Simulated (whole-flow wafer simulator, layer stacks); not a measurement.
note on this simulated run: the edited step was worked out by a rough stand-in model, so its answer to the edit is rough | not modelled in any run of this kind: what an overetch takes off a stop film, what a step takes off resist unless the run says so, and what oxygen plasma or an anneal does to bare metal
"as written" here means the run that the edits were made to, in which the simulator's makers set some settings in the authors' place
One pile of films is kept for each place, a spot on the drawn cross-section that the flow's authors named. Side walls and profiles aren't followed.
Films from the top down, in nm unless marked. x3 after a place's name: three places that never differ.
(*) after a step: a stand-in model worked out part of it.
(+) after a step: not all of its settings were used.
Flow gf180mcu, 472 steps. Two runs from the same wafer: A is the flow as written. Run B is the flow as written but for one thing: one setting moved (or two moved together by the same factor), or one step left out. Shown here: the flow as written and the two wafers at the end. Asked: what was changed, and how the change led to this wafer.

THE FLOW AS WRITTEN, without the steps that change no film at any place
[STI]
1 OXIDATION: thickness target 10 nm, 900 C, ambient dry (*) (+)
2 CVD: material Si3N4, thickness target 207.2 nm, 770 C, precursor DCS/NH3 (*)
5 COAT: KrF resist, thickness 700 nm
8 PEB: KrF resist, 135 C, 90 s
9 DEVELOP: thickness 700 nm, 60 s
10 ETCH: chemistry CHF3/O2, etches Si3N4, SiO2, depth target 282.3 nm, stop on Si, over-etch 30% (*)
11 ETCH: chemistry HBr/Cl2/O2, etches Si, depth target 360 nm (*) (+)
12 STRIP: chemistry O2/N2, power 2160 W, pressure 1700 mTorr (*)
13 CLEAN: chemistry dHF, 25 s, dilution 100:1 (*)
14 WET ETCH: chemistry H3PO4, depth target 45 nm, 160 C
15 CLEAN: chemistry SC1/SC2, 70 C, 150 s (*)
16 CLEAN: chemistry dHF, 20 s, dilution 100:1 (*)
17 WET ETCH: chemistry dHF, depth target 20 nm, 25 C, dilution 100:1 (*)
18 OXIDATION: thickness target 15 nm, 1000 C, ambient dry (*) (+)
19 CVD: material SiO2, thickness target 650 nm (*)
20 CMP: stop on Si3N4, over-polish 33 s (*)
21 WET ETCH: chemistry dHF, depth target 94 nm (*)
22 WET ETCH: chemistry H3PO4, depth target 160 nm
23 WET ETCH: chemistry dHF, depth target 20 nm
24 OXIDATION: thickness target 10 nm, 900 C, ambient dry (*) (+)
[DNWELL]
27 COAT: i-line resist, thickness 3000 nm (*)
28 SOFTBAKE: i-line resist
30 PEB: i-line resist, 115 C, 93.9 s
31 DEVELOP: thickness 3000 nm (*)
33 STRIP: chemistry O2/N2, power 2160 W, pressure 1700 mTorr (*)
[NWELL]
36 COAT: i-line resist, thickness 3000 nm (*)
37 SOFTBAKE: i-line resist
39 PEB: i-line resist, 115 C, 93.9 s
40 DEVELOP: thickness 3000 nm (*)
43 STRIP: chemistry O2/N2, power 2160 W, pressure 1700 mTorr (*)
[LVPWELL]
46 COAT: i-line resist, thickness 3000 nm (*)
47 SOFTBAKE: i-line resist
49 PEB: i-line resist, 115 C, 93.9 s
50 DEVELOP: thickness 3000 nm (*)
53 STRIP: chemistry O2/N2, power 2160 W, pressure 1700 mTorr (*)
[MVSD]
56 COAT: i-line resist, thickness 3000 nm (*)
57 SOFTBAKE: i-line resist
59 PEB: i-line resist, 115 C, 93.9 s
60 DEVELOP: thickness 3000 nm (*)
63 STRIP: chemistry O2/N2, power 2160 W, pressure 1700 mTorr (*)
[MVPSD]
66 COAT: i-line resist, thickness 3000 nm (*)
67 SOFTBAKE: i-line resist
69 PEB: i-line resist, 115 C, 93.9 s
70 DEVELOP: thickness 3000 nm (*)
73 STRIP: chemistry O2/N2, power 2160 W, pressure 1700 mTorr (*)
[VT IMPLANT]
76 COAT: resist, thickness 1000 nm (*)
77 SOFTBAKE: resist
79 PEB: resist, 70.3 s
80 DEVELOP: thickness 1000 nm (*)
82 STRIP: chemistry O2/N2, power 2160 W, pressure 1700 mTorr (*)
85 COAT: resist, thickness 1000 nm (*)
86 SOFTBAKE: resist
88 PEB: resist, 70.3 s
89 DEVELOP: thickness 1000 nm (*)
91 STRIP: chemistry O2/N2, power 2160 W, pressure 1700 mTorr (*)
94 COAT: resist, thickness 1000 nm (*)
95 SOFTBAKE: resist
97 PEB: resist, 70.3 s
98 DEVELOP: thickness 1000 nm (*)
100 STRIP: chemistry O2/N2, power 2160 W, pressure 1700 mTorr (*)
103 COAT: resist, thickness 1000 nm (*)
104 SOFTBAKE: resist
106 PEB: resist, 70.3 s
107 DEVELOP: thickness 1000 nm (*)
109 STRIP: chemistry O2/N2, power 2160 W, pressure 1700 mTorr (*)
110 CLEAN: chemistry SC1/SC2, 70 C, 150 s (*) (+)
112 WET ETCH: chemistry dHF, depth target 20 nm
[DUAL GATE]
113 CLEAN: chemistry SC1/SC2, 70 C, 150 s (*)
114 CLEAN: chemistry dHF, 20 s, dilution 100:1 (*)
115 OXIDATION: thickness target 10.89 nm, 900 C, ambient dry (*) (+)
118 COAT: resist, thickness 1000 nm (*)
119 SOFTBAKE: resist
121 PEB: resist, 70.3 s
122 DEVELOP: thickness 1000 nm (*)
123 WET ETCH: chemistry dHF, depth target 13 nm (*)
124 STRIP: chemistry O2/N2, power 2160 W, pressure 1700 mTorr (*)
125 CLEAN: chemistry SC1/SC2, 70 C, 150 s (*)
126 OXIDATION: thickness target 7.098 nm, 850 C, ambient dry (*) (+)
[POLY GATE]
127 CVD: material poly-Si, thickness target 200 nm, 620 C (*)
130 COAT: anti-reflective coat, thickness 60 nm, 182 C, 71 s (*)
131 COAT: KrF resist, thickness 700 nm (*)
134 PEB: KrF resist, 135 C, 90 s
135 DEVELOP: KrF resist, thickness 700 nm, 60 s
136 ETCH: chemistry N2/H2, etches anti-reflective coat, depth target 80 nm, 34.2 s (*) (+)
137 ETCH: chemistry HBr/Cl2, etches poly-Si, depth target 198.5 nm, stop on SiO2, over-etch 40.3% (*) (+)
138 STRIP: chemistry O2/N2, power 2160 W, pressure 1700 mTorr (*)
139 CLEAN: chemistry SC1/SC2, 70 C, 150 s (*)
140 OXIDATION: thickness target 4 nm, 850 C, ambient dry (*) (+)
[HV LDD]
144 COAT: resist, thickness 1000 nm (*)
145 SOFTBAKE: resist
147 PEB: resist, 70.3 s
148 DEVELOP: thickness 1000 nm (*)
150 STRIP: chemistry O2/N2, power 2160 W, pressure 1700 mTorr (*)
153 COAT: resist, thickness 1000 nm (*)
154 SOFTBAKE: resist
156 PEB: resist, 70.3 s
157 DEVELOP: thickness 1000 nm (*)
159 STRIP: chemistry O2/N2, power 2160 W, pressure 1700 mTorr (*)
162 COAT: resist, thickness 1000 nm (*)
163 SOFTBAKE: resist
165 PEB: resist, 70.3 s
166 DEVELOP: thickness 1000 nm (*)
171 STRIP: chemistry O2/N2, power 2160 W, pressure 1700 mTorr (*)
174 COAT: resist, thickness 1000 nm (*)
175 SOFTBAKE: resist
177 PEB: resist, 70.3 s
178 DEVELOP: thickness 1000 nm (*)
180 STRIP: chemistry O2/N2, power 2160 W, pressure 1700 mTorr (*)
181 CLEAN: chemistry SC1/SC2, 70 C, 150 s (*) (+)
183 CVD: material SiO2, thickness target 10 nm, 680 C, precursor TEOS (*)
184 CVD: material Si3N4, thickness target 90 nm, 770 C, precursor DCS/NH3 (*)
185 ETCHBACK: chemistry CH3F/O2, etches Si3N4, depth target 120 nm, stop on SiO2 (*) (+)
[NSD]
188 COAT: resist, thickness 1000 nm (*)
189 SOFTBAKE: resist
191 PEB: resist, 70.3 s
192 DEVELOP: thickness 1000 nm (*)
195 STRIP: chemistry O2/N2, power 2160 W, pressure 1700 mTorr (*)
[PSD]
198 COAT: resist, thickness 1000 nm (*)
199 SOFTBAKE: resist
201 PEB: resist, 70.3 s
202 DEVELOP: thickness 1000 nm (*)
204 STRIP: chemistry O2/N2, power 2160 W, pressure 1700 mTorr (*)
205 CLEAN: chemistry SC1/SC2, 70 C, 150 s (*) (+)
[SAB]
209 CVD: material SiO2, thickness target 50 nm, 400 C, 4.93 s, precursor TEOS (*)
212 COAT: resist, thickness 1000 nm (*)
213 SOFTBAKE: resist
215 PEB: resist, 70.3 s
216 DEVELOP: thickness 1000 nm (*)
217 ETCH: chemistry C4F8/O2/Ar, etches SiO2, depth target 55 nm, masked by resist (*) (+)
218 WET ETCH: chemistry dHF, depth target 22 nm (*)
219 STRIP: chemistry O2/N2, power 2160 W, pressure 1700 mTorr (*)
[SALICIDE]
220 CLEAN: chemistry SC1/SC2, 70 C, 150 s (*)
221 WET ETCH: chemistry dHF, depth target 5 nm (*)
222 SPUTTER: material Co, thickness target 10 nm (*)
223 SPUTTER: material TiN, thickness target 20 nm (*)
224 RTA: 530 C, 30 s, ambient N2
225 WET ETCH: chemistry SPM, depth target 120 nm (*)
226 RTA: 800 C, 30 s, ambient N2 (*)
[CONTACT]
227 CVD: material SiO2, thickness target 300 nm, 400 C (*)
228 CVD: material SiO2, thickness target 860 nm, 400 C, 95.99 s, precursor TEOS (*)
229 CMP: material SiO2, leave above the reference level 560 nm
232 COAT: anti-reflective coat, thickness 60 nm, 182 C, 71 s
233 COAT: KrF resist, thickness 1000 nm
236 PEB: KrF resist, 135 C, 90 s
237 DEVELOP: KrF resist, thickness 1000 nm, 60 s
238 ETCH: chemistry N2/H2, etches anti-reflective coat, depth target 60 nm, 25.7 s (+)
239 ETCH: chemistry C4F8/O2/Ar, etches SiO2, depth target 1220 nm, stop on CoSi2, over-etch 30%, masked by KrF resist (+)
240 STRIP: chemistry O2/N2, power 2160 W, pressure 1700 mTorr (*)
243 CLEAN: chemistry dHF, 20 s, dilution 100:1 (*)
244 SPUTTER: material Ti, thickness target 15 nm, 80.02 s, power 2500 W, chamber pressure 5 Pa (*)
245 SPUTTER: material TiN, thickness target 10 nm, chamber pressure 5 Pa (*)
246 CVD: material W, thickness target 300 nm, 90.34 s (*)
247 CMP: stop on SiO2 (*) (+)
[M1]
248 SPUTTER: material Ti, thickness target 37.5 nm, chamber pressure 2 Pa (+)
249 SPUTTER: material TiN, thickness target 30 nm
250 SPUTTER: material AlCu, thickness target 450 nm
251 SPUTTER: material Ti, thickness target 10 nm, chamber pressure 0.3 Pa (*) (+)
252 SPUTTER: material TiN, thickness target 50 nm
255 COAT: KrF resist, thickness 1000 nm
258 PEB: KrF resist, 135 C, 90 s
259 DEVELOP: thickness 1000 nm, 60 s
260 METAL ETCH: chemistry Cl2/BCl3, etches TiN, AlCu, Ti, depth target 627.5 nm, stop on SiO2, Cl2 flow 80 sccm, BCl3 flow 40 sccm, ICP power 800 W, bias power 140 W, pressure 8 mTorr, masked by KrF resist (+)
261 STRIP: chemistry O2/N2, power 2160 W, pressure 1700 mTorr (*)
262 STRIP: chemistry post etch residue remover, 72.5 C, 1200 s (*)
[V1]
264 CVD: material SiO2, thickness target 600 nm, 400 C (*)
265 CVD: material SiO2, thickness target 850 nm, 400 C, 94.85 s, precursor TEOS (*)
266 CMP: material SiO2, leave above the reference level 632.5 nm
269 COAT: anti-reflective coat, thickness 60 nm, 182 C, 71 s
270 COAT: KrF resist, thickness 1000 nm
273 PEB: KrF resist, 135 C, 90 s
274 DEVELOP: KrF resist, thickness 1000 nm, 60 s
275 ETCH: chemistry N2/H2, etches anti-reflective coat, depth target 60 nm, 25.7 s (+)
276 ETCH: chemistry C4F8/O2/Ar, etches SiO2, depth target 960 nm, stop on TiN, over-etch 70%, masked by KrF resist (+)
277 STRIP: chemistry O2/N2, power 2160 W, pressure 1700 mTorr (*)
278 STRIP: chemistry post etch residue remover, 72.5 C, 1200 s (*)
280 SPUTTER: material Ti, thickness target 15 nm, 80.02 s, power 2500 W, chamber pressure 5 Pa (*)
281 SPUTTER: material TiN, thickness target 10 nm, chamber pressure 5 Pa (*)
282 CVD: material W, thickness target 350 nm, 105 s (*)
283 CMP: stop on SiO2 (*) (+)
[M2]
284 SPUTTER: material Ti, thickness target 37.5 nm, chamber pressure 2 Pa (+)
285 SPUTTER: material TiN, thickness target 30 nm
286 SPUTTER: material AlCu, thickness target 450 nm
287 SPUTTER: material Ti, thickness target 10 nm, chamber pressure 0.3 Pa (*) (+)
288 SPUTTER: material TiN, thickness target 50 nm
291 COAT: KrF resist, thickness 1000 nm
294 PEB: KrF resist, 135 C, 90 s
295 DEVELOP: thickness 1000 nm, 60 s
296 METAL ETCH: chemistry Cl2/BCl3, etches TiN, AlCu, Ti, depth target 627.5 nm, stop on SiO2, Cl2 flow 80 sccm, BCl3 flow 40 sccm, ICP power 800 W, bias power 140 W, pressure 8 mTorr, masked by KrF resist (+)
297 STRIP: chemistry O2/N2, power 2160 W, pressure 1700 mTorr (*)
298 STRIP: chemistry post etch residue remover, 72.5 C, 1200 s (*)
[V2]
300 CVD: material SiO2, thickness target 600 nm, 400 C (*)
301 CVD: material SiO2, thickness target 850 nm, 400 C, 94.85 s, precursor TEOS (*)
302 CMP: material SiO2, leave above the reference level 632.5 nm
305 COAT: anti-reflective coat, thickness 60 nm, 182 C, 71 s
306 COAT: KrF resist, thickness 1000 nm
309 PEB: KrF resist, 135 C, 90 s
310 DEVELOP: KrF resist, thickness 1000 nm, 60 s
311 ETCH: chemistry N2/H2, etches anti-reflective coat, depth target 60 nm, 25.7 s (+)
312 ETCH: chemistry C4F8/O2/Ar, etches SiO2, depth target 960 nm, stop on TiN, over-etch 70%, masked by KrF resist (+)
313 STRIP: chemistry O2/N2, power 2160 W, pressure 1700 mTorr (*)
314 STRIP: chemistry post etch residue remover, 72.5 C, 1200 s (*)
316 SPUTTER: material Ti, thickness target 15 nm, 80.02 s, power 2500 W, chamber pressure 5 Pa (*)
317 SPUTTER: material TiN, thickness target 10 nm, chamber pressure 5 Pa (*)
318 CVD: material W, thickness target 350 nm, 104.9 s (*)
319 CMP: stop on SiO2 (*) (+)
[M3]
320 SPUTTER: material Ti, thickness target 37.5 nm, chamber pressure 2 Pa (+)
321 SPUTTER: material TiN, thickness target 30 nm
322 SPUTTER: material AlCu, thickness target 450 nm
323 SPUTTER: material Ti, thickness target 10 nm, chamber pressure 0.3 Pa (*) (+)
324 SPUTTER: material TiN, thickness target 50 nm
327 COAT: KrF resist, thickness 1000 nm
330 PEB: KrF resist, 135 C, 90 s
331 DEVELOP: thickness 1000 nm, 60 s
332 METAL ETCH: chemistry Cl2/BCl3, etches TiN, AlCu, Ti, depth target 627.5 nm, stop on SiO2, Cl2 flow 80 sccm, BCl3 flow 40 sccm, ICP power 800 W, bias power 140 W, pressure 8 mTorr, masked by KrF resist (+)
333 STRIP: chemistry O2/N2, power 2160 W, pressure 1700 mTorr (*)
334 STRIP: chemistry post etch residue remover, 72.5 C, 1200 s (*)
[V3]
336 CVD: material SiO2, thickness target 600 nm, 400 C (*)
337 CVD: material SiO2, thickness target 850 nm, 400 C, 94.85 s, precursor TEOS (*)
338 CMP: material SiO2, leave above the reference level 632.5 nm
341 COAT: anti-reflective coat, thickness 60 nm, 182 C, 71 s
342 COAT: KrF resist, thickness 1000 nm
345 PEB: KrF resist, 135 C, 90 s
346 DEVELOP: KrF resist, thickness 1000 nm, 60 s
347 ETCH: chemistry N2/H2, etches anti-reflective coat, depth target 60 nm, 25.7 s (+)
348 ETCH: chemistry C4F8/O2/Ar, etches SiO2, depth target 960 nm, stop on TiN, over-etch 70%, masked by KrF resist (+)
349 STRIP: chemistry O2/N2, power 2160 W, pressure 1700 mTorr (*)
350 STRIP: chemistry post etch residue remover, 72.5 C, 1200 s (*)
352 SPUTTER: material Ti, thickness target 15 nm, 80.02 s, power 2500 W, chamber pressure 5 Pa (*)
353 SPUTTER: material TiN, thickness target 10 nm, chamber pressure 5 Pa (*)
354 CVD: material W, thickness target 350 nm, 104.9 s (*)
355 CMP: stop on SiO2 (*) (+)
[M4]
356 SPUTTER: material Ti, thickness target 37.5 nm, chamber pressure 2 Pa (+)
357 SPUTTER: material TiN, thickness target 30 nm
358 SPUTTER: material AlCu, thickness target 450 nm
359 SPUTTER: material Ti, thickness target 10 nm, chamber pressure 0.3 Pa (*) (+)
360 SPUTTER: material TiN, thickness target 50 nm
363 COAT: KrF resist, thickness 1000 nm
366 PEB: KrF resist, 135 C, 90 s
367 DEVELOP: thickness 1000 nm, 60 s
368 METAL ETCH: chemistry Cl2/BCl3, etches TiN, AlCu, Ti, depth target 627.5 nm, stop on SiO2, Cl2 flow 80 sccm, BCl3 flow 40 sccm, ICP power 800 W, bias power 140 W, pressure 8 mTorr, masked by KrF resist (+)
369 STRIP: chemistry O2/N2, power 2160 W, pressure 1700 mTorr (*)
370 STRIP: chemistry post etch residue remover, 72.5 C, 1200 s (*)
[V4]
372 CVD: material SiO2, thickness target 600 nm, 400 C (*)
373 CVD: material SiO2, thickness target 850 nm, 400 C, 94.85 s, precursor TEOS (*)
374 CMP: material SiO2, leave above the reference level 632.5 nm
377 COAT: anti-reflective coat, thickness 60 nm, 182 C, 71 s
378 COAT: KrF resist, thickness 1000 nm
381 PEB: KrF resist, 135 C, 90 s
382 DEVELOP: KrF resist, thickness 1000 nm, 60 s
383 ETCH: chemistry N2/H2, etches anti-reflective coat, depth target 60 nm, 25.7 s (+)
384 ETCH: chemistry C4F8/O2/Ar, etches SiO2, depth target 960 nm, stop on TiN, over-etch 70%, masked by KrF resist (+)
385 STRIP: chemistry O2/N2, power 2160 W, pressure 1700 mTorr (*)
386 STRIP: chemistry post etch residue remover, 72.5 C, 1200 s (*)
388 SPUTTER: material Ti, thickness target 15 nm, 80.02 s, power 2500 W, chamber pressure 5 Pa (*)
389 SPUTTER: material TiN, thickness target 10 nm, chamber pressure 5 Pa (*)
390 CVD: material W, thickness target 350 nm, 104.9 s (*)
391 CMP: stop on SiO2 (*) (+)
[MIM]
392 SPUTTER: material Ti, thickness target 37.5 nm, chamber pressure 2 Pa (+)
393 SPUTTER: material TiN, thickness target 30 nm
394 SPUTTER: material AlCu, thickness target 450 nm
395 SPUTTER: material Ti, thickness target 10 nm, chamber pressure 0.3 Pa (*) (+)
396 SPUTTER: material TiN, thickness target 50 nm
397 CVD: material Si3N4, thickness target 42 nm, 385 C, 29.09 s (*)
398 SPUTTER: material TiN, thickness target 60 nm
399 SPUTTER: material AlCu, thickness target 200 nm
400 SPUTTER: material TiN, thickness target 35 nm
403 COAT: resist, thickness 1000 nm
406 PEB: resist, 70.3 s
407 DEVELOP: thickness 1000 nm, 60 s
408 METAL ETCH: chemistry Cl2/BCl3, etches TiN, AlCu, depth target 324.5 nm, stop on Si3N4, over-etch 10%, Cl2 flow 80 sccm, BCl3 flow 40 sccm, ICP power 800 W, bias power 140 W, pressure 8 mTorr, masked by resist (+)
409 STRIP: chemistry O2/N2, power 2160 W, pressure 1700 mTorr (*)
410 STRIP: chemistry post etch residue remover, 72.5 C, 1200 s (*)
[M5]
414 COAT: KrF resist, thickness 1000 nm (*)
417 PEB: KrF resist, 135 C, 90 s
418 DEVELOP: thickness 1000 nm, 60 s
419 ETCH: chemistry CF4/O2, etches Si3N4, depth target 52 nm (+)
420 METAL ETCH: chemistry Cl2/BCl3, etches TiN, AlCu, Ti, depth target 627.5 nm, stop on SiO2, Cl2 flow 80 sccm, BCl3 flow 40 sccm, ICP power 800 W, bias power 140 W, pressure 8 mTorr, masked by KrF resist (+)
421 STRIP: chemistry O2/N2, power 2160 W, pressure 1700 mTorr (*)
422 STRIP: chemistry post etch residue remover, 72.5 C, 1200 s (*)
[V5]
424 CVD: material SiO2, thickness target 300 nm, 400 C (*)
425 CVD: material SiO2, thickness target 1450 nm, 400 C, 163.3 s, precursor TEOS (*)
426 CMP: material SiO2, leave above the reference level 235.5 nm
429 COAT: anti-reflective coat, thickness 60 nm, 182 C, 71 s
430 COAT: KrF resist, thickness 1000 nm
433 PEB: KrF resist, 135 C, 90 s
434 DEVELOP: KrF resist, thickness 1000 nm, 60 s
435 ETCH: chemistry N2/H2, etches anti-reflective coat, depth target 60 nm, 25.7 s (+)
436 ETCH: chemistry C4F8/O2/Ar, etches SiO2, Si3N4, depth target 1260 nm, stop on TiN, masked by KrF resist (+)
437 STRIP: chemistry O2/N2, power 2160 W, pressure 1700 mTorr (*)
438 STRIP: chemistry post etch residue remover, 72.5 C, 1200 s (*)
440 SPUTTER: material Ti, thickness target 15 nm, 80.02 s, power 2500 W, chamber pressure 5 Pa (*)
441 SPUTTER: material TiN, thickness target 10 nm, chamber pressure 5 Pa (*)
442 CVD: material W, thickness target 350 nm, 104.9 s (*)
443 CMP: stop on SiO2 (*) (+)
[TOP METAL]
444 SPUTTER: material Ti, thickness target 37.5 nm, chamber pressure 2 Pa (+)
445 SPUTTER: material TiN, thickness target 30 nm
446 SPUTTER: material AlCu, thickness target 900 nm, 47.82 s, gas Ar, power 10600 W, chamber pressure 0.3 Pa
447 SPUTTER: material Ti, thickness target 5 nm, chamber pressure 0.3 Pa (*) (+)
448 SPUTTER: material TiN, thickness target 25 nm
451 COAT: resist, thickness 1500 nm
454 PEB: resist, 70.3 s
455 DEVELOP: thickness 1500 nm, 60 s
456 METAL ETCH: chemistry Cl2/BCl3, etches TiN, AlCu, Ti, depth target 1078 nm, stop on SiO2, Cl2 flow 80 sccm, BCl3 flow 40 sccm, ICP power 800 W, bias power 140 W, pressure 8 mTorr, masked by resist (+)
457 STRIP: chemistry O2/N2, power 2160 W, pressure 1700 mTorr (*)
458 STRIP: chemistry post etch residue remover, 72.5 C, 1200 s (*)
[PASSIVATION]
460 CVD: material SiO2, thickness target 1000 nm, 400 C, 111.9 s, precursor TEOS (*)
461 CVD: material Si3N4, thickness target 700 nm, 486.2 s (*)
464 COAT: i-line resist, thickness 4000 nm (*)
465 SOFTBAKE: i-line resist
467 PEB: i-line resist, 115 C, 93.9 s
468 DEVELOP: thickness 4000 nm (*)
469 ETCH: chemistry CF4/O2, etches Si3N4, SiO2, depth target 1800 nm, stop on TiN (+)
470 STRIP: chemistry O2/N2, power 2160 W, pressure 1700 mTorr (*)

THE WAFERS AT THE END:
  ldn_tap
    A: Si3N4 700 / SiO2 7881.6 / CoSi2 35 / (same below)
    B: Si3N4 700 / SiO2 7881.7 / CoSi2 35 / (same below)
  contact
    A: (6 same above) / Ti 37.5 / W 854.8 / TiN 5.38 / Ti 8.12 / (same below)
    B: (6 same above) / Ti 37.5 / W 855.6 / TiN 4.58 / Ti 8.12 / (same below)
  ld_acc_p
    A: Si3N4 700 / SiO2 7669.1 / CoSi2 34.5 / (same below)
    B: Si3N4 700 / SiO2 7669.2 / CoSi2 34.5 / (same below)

The cause: step 441, SPUTTER: thickness target 8.5 nm was run, where the flow has thickness target 10 nm.

How the change led to this, step by step:
  441 SPUTTER: material TiN, thickness target 10 nm, chamber pressure 5 Pa (*)
      field, field__w1, field__w2 and 108 more: A TiN +10 (new film) | B TiN +8.5 (new film)
      contact: A TiN +5.38 (new film) | B TiN +4.58 (new film)
  443 CMP: stop on SiO2 (*) (+)
      field, field__w1, field__w2 and 108 more: A W -350 (all of it), TiN -10 (all of it), Ti -15 (all of it), SiO2 -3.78 | B W -350 (all of it), TiN -8.5 (all of it), Ti -15 (all of it), SiO2 -3.77
